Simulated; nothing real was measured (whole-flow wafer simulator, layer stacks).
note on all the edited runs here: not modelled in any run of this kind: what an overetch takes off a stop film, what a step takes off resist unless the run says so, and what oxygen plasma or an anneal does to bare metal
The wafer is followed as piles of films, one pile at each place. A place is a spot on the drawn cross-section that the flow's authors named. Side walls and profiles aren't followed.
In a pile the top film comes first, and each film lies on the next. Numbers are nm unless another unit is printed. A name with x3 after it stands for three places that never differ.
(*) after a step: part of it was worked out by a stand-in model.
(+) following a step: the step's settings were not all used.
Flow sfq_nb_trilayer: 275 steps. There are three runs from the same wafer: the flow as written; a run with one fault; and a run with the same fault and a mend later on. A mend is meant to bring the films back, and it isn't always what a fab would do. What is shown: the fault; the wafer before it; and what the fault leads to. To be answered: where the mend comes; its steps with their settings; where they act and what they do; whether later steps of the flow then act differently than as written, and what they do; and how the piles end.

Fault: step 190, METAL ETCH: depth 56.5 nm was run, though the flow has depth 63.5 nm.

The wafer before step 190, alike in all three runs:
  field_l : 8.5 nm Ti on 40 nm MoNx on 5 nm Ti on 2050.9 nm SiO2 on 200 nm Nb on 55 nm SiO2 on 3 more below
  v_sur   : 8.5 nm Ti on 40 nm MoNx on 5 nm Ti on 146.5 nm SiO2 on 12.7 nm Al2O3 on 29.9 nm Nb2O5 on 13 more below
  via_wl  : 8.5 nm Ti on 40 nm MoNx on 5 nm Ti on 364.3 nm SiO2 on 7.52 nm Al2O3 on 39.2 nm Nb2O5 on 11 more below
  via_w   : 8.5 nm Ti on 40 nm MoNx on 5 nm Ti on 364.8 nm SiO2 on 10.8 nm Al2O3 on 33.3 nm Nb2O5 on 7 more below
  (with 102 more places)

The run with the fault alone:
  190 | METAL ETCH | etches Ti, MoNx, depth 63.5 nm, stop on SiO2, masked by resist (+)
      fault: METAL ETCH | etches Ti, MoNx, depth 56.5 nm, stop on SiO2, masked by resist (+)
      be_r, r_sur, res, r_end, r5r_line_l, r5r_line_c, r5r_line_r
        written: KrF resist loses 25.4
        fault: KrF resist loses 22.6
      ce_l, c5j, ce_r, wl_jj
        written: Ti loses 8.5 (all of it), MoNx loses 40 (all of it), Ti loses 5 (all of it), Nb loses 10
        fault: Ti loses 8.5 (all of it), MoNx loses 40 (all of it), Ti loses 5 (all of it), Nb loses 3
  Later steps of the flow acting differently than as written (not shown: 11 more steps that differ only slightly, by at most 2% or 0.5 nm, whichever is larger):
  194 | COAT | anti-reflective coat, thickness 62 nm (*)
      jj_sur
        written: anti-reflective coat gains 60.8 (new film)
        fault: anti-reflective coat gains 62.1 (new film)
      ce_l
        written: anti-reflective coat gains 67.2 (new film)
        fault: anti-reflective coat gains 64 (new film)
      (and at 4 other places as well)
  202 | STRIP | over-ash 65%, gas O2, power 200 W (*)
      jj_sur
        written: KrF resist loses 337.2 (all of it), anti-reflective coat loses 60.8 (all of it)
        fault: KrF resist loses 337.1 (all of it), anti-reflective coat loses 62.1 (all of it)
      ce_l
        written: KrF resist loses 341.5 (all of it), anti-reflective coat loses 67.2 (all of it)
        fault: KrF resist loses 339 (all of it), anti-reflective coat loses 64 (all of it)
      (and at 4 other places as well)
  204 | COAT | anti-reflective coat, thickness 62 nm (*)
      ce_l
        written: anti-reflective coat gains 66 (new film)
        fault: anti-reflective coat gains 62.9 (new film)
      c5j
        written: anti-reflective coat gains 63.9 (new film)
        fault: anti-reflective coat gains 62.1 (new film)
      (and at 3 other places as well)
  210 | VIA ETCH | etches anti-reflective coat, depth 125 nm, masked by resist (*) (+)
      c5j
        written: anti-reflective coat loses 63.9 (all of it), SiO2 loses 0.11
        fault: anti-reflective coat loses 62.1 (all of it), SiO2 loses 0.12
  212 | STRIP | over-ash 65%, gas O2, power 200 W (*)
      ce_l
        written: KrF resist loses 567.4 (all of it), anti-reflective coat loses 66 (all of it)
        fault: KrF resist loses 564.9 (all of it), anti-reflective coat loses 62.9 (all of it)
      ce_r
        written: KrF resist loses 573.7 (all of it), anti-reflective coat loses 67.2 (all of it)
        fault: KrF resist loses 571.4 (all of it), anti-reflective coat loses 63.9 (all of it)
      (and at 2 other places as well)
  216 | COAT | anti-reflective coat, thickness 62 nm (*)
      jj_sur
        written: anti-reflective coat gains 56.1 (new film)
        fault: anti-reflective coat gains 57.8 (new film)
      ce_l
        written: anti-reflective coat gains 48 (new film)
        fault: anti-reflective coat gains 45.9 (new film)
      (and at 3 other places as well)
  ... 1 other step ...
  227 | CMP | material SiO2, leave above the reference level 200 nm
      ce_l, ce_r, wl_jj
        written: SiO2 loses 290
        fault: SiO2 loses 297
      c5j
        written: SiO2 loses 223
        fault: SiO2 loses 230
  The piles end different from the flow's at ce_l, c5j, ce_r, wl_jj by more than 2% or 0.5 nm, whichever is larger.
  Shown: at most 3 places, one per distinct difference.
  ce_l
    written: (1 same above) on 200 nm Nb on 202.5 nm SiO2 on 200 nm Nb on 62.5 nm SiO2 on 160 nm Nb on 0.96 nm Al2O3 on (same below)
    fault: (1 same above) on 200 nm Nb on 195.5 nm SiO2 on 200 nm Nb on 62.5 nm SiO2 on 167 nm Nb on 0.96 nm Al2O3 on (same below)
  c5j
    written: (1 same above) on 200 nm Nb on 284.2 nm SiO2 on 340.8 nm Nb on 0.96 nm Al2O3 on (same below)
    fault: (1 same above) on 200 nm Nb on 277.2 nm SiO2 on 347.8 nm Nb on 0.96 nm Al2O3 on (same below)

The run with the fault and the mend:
  The mend stands after step 190.
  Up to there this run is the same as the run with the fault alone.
  190a | METAL ETCH | etches Ti, MoNx, depth 7 nm, stop on SiO2, masked by resist (the flow's step 190 again, with other settings)
      be_r, r_sur, res, r_end, r5r_line_l, r5r_line_c, r5r_line_r
        KrF resist loses 2.8
      ce_l, c5j, ce_r, wl_jj
        Nb loses 7
  Every later step of the flow that is run acts as written at every place that is followed.
  At every place that both follow, the piles at the end match the flow's.
